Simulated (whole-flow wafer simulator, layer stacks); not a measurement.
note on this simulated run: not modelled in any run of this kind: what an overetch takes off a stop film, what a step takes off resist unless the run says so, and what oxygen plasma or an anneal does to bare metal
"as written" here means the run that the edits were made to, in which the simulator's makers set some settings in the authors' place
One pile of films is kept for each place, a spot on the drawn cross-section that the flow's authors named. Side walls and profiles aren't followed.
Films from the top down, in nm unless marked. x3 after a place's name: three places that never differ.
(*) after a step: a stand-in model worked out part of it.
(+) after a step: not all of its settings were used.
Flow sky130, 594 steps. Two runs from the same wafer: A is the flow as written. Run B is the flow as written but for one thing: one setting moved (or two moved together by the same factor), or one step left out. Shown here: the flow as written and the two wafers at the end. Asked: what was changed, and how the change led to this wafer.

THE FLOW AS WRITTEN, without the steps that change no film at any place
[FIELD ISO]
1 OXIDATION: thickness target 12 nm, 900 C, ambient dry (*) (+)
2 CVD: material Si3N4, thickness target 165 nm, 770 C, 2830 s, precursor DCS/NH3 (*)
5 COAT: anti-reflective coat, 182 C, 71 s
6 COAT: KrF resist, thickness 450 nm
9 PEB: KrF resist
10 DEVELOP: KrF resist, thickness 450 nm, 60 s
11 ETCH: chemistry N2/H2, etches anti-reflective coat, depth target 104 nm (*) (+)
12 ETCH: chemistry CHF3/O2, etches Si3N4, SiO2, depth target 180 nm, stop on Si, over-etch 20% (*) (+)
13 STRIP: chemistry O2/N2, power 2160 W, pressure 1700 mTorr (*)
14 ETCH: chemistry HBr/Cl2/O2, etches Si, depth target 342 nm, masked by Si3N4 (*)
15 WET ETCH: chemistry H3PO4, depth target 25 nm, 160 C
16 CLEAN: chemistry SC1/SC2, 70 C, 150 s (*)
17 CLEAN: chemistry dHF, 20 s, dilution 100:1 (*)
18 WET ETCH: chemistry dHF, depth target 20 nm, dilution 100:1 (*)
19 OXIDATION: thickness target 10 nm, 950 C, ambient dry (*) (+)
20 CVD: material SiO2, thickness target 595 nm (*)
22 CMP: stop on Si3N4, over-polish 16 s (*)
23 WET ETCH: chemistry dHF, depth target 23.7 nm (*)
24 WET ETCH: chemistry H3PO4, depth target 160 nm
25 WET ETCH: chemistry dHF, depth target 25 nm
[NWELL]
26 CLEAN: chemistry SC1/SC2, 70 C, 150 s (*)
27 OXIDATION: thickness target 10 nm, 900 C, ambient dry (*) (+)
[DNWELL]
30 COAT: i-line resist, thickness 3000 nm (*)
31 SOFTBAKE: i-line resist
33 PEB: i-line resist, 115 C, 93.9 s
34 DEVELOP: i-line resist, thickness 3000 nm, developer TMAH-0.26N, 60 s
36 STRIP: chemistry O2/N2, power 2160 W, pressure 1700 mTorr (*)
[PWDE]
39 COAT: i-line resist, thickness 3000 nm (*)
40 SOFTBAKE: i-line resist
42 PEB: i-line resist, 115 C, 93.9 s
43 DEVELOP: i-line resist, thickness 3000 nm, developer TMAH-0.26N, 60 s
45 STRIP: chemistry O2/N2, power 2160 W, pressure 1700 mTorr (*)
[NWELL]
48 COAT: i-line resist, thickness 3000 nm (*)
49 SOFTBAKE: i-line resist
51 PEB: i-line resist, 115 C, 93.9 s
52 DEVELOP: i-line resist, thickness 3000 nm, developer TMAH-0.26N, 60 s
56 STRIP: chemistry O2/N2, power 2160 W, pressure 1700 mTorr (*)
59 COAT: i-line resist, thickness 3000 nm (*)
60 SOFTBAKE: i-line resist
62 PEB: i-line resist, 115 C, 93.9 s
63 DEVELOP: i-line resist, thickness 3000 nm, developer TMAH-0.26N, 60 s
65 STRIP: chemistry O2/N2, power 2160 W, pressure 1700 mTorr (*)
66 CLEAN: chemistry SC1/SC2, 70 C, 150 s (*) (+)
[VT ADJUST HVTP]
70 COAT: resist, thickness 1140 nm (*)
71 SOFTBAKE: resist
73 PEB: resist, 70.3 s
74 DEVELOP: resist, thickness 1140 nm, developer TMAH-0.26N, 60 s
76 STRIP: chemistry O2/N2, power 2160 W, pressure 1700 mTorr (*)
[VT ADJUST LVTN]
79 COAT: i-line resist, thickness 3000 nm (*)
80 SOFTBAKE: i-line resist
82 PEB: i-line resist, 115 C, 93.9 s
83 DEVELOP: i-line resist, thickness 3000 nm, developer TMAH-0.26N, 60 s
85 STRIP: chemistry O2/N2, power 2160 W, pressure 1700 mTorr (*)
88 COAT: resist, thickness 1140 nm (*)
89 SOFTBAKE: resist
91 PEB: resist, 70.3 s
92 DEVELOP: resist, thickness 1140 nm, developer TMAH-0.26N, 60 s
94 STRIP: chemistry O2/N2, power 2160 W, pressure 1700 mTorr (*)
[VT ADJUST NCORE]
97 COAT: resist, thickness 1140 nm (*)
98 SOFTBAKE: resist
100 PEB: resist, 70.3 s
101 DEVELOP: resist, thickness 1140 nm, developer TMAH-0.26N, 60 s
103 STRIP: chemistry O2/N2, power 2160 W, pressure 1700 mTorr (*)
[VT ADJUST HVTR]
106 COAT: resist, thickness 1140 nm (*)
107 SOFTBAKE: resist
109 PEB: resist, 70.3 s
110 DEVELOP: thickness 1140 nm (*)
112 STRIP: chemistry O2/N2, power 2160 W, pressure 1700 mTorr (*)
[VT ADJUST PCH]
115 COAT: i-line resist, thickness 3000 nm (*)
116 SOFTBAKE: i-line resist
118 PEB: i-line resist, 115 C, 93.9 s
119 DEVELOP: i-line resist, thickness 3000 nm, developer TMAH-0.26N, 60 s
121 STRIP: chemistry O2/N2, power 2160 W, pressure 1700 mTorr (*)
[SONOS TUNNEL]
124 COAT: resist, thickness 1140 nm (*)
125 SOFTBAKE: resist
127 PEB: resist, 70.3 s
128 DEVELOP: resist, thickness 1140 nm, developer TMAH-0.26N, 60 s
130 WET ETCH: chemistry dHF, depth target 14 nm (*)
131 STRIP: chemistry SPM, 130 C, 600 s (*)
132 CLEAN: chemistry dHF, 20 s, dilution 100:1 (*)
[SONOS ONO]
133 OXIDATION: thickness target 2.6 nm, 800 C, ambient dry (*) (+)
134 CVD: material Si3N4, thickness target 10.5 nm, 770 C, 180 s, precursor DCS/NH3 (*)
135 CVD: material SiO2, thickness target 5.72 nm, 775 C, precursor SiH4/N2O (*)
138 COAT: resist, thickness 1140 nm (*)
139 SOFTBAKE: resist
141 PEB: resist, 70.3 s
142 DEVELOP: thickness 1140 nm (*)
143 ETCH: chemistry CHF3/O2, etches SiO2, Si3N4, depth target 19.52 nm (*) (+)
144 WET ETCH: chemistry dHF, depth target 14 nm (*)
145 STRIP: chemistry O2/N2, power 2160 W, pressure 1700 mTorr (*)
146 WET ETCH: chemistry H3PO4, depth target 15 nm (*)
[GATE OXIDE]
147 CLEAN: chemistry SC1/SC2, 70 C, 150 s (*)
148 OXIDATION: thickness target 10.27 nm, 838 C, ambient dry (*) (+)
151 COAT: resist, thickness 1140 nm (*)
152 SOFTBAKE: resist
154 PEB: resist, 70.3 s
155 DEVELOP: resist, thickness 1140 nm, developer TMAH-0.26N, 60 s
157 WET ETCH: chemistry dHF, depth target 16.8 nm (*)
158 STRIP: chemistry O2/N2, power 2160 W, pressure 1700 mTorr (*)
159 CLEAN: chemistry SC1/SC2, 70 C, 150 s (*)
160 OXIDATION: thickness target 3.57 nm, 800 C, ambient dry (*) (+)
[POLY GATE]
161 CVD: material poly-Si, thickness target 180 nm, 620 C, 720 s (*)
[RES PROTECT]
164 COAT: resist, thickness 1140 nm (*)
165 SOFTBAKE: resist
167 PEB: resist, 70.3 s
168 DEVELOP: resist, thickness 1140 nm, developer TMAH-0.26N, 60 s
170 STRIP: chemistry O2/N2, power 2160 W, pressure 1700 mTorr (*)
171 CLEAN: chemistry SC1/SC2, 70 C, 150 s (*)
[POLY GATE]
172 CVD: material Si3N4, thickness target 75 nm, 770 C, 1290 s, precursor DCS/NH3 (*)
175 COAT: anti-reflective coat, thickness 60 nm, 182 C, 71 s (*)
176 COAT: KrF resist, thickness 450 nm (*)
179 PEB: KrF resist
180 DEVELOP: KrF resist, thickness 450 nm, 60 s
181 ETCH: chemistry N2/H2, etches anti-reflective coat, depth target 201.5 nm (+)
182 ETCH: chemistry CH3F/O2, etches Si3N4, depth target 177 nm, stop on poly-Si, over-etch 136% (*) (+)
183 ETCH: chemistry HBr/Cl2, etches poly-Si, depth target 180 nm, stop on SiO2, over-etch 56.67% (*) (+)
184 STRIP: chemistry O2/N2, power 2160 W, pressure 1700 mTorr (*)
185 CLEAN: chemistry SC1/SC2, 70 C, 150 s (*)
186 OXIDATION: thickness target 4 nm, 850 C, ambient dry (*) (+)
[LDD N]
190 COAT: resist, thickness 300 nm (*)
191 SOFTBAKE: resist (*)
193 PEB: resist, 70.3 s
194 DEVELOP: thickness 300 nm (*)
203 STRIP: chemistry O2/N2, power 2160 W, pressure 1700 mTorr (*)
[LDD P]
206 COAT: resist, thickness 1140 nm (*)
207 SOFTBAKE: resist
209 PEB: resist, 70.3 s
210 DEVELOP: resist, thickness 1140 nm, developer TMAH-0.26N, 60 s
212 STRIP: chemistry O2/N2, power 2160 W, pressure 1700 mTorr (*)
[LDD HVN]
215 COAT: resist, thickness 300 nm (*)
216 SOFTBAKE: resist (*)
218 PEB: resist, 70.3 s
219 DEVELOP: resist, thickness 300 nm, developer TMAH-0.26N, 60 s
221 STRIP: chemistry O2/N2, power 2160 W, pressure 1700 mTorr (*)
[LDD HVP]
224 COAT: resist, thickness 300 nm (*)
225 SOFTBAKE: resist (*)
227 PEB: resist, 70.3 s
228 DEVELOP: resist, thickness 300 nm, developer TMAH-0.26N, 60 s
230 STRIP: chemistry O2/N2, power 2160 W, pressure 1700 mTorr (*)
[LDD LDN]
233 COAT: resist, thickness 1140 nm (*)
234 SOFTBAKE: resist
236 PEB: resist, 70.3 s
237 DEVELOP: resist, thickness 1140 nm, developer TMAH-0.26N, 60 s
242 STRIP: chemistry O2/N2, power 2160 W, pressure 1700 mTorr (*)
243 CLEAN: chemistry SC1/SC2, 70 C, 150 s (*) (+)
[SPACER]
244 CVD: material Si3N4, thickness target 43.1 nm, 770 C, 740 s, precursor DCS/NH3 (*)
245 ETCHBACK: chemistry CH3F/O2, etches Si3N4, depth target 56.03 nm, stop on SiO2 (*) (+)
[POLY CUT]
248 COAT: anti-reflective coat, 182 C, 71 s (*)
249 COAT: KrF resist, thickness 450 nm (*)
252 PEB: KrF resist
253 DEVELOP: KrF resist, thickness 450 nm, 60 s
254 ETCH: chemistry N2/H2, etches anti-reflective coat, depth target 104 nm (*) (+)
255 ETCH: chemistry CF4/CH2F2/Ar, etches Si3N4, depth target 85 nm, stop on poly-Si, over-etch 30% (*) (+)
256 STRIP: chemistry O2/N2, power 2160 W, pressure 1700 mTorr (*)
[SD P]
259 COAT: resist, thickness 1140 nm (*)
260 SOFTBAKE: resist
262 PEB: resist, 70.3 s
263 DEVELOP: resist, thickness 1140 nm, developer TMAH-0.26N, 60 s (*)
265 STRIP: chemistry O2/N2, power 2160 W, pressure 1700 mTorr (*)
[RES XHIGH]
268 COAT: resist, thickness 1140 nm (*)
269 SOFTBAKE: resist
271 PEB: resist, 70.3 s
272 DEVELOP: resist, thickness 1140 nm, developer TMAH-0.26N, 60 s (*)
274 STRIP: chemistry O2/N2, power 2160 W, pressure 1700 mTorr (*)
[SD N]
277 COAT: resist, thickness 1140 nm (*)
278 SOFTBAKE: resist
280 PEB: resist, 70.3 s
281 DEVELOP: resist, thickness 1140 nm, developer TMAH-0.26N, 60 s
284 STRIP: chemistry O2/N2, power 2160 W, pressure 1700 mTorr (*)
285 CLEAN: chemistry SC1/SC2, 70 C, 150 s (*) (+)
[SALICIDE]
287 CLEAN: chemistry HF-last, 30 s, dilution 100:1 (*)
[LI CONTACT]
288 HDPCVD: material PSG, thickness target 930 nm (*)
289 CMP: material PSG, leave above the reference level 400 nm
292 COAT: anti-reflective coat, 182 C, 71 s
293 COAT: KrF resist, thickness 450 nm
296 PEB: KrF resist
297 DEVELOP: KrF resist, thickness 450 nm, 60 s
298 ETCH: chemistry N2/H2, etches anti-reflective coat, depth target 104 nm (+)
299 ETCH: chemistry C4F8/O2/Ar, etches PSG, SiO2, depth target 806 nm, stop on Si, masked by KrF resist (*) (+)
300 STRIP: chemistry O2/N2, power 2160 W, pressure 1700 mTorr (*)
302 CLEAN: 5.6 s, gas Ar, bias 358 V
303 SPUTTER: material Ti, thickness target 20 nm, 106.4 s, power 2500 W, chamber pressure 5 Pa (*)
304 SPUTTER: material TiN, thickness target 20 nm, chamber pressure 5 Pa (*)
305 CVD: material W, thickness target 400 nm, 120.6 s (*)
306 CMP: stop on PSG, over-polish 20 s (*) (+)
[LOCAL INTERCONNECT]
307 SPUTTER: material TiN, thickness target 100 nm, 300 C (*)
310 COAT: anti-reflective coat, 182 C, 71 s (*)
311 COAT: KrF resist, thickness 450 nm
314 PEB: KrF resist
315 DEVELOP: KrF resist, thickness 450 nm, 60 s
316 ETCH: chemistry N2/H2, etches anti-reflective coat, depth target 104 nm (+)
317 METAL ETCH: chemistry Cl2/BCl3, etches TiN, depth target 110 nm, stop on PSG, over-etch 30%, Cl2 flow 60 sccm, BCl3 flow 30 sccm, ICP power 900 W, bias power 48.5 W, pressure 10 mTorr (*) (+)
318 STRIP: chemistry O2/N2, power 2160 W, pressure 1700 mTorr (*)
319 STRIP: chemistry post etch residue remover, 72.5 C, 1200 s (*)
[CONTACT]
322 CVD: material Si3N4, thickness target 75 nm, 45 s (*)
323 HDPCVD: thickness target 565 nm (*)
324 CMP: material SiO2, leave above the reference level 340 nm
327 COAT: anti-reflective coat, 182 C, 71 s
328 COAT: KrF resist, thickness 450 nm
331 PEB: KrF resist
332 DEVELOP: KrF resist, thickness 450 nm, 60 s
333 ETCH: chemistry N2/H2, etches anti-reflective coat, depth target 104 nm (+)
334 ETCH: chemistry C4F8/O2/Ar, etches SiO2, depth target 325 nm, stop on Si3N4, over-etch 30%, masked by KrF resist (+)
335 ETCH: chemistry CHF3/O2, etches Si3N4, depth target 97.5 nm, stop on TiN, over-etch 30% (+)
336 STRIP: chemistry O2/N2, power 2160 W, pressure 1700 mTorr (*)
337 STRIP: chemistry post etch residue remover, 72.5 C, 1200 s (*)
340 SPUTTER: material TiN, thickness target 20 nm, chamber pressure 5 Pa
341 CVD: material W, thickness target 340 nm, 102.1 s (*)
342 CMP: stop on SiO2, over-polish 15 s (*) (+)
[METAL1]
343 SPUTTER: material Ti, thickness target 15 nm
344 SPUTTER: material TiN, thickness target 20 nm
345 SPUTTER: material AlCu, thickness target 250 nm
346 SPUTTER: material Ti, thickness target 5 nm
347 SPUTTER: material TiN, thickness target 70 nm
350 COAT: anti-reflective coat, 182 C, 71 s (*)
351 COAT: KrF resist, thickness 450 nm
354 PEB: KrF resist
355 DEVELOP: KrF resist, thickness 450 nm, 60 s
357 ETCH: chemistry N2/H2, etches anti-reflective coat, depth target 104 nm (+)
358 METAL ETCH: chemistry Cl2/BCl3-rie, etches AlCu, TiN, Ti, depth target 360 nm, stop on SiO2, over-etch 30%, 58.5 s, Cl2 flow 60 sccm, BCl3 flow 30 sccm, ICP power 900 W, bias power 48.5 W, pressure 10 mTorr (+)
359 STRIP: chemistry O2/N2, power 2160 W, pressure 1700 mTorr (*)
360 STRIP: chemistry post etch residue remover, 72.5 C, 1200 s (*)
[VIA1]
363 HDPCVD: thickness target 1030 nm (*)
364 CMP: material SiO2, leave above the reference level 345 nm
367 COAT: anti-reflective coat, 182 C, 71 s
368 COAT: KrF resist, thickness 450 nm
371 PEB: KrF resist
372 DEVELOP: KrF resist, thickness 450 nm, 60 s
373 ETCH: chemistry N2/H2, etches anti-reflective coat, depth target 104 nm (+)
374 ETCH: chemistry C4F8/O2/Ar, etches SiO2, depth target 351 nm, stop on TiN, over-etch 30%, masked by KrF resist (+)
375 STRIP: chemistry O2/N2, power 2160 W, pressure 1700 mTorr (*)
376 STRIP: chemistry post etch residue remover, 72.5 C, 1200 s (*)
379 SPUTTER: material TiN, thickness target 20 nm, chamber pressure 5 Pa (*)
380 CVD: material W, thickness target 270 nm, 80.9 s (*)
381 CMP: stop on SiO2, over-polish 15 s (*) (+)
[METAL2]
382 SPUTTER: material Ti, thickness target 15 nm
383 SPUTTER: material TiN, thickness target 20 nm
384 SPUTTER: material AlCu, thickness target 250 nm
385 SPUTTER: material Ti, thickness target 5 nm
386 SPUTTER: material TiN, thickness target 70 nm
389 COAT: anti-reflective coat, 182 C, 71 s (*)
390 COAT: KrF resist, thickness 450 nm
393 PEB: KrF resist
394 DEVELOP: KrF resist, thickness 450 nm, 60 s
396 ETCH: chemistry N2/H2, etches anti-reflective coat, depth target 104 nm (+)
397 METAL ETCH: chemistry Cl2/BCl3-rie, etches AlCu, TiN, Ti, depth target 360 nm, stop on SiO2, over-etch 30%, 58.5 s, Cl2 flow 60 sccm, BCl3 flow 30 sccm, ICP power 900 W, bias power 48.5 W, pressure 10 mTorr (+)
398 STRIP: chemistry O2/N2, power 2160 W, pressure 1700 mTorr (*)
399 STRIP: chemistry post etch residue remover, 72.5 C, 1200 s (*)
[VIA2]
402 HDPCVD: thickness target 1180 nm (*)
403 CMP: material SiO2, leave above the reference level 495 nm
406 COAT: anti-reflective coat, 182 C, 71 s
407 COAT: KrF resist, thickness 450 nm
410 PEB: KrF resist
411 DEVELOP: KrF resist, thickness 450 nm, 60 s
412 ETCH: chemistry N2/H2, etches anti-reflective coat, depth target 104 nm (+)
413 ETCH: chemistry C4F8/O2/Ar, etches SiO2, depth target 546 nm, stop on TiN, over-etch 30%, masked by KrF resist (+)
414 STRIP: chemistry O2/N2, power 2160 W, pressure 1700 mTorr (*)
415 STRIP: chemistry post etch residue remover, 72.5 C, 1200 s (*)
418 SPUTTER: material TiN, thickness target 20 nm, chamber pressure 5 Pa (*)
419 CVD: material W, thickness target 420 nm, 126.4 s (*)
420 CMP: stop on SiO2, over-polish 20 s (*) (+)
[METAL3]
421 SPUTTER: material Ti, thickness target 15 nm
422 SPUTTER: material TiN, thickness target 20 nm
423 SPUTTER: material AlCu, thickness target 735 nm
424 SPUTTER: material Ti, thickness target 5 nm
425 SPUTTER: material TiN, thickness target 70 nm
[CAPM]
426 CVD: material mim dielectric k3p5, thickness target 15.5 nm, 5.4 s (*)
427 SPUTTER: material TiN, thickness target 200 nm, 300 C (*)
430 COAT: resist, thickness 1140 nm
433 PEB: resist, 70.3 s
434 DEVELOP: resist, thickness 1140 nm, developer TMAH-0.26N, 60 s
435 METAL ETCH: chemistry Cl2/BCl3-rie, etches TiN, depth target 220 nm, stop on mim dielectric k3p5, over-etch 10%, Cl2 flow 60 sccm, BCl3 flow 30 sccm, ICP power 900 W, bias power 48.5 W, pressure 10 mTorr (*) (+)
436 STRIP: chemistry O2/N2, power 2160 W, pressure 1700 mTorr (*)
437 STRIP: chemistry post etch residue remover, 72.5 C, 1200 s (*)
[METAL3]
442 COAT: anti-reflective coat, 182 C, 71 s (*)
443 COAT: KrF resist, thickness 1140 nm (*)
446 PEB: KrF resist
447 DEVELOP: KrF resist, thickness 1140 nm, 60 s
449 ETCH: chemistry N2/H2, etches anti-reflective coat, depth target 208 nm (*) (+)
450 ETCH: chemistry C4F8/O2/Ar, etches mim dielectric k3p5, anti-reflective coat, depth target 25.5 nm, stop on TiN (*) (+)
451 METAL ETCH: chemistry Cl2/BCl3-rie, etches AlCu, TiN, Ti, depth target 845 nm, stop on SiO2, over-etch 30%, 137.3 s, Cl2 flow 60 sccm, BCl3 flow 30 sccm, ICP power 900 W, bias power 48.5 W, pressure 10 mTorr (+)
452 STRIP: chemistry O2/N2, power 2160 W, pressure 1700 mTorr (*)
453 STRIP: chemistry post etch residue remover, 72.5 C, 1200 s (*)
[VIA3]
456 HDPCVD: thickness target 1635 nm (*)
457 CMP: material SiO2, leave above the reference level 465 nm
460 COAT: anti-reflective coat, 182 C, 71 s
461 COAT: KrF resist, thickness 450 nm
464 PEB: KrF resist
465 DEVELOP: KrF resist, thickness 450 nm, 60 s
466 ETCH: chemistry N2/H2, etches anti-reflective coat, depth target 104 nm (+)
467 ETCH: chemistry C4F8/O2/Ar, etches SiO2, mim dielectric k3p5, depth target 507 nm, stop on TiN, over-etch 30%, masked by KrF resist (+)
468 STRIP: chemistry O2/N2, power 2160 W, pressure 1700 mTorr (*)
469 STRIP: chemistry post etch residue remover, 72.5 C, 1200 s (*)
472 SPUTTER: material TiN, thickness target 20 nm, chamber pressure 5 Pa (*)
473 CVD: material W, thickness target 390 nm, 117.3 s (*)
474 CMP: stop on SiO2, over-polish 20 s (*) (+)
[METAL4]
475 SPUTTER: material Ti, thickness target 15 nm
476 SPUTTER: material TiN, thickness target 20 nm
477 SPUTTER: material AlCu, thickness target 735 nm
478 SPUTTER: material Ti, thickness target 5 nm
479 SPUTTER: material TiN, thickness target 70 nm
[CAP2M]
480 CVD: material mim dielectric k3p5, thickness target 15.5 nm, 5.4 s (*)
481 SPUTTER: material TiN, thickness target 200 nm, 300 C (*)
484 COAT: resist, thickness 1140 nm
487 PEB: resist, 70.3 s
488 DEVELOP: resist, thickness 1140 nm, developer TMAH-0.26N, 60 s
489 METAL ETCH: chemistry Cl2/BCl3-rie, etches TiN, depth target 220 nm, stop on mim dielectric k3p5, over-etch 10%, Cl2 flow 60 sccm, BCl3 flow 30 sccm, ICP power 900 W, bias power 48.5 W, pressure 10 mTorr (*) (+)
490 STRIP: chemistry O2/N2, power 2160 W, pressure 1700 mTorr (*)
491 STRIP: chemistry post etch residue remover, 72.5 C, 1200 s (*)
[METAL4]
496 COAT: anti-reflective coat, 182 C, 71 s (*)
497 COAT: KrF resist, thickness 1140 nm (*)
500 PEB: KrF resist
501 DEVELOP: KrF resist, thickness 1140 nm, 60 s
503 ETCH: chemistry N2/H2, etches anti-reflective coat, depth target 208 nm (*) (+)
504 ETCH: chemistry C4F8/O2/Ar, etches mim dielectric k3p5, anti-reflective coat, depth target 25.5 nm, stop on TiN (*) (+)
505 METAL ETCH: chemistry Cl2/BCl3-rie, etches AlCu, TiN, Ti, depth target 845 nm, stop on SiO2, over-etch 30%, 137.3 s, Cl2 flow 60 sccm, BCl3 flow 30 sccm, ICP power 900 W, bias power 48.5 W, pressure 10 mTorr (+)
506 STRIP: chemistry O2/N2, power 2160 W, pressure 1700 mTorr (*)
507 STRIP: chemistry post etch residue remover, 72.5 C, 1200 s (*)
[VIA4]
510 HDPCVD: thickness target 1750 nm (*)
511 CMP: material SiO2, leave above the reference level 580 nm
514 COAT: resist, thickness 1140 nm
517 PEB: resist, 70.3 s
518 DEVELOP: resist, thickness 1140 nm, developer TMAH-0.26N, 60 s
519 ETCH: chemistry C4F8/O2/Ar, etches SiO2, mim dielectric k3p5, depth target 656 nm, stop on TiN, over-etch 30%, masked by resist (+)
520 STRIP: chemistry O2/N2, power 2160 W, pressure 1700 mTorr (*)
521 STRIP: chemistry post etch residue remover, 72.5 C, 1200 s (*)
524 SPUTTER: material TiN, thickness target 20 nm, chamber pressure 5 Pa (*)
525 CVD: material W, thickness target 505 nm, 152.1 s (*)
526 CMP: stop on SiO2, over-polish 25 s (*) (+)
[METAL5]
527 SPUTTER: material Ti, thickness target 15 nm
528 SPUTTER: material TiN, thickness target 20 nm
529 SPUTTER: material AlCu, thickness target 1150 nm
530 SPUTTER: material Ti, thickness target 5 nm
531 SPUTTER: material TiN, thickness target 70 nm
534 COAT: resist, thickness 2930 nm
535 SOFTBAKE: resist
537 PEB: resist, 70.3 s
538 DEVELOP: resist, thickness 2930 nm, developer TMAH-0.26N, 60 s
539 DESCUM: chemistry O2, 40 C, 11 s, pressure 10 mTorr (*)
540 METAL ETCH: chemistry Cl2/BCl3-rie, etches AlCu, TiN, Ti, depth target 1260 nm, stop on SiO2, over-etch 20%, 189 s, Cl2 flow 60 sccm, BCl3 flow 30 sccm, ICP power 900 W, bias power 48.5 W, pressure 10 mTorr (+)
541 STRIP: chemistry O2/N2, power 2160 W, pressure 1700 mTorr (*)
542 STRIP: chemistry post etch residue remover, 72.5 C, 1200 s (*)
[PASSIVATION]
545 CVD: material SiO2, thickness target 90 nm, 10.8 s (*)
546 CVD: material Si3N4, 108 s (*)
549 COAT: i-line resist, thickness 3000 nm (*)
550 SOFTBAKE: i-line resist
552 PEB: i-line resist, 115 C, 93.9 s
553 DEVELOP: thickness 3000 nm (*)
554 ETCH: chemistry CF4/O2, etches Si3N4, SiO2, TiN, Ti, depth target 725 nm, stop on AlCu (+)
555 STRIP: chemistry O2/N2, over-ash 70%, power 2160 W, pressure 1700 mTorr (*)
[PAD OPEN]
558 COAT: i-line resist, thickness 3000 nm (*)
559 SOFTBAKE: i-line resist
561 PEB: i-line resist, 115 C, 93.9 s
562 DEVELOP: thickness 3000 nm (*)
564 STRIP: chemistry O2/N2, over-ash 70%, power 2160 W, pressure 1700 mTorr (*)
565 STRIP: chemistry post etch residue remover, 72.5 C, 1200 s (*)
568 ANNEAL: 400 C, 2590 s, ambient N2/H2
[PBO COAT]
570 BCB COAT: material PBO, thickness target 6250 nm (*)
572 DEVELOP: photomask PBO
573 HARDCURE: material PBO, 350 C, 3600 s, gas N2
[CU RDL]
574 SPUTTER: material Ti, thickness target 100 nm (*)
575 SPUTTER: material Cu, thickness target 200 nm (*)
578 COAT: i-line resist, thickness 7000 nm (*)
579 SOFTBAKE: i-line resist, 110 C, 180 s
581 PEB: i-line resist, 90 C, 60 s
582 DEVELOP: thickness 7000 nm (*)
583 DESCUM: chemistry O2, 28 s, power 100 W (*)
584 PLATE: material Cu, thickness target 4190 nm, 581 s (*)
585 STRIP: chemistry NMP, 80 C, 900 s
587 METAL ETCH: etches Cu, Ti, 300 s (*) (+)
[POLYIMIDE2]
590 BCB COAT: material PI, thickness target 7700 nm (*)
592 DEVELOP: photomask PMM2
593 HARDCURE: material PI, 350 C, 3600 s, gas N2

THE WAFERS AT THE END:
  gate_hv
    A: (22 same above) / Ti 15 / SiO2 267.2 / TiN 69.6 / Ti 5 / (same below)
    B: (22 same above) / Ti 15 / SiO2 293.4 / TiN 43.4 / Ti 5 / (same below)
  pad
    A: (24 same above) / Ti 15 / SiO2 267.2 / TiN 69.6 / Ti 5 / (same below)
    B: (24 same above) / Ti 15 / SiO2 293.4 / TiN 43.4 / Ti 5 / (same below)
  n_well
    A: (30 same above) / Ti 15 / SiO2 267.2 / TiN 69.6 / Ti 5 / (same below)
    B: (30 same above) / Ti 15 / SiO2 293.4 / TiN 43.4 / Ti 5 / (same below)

The cause: step 347, SPUTTER: thickness target 43.8 nm was run, where the flow has thickness target 70 nm.

How the change led to this, step by step:
  347 SPUTTER: material TiN, thickness target 70 nm
      field, active, n_well and 188 more: A TiN +70 (new film) | B TiN +43.8 (new film)
  358 METAL ETCH: chemistry Cl2/BCl3-rie, etches AlCu, TiN, Ti, depth target 360 nm, stop on SiO2, over-etch 30%, 58.5 s, Cl2 flow 60 sccm, BCl3 flow 30 sccm, ICP power 900 W, bias power 48.5 W, pressure 10 mTorr (+)
      field, active, gate and 81 more: A TiN -68.7 (all of it), Ti -5 (all of it), AlCu -250 (all of it), TiN -20 (all of it), Ti -15 (all of it), SiO2 -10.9 | B TiN -42.5 (all of it), Ti -5 (all of it), AlCu -250 (all of it), TiN -20 (all of it), Ti -15 (all of it), SiO2 -13.6
  364 CMP: material SiO2, leave above the reference level 345 nm
      n_well, p_well, gate_hv and 100 more: A SiO2 -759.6 | B SiO2 -733.4
      poly_licon, ndiff_licon, ndiff_licon_cpp, rpo_hd_licon: A SiO2 -759 | B SiO2 -732.8
  374 ETCH: chemistry C4F8/O2/Ar, etches SiO2, depth target 351 nm, stop on TiN, over-etch 30%, masked by KrF resist (+)
      m1, via1_hole: A SiO2 -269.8 (all of it) | B SiO2 -296 (all of it)
  380 CVD: material W, thickness target 270 nm, 80.9 s (*)
      m1, via1_hole: A W +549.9 (new film) | B W +576.6 (new film)
